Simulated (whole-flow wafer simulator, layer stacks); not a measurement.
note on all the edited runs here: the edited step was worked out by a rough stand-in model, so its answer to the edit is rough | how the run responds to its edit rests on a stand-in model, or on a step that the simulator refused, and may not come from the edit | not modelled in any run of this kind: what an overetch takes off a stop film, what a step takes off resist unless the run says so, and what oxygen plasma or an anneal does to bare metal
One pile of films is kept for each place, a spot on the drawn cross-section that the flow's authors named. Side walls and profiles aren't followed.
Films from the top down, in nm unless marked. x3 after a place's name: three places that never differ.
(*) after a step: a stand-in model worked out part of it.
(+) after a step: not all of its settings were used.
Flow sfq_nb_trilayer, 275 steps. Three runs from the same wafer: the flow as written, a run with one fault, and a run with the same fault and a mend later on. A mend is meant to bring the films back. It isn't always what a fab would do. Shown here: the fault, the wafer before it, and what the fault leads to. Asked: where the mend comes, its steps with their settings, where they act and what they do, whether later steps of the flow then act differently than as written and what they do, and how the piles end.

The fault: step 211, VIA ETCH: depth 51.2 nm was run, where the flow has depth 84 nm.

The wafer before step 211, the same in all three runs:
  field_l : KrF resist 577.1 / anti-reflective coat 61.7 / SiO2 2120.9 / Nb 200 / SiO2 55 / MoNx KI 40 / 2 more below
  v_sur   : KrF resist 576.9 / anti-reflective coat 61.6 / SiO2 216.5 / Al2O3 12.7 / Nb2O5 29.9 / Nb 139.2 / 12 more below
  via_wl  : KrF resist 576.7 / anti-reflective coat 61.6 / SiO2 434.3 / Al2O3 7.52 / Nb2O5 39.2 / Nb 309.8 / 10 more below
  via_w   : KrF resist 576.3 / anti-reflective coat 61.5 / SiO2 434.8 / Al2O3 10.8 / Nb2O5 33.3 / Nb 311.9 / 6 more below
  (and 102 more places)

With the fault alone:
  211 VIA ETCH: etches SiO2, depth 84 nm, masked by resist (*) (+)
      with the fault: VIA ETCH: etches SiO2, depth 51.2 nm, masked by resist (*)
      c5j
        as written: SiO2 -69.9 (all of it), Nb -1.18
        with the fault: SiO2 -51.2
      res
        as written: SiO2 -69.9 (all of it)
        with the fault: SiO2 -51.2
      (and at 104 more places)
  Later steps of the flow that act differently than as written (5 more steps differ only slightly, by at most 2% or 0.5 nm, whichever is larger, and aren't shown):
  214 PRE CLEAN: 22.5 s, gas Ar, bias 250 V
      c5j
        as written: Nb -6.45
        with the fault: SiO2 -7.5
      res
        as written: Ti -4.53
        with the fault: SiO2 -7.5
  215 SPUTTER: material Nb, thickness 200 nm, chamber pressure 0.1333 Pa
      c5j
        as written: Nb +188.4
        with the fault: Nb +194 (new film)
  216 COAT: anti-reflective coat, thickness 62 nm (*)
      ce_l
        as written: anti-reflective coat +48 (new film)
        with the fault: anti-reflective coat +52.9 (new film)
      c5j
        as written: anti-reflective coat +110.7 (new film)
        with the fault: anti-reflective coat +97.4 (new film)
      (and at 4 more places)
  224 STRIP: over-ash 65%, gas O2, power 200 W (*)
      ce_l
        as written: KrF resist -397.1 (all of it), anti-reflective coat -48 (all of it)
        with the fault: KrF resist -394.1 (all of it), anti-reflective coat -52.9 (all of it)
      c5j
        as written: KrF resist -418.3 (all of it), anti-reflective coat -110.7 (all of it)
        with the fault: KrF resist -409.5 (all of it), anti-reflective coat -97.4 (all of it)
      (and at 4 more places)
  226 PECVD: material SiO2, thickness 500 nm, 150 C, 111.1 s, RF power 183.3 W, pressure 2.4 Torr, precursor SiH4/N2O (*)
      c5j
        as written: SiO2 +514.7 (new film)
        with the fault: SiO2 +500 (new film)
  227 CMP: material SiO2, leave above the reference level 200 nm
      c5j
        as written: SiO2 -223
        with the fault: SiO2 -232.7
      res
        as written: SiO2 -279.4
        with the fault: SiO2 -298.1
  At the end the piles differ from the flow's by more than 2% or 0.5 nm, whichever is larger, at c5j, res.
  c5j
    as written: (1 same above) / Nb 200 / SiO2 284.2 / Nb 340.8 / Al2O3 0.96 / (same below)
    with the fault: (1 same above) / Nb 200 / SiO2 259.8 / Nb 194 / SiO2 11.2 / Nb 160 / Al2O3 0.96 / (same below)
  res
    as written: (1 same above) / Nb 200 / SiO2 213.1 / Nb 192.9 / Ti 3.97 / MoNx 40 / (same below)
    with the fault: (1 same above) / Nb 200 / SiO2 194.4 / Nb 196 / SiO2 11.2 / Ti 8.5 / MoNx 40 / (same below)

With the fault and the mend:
  The mend comes after step 211.
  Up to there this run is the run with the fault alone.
  211a VIA ETCH: etches SiO2, depth 32.8 nm, masked by resist (*) (+) (the flow's step 211 once more, with other settings)
      field_l, v_sur, via_wl and 101 more
        KrF resist -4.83
      c5j
        SiO2 -18.7 (all of it), Nb -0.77
      res
        SiO2 -18.7 (all of it)
  No later step of the flow acts differently than as written, at any place that is followed, by more than 2% or 0.5 nm, whichever is larger.
  At the end the piles differ from the flow's only slightly at the places that both follow, by at most 2% or 0.5 nm, whichever is larger.
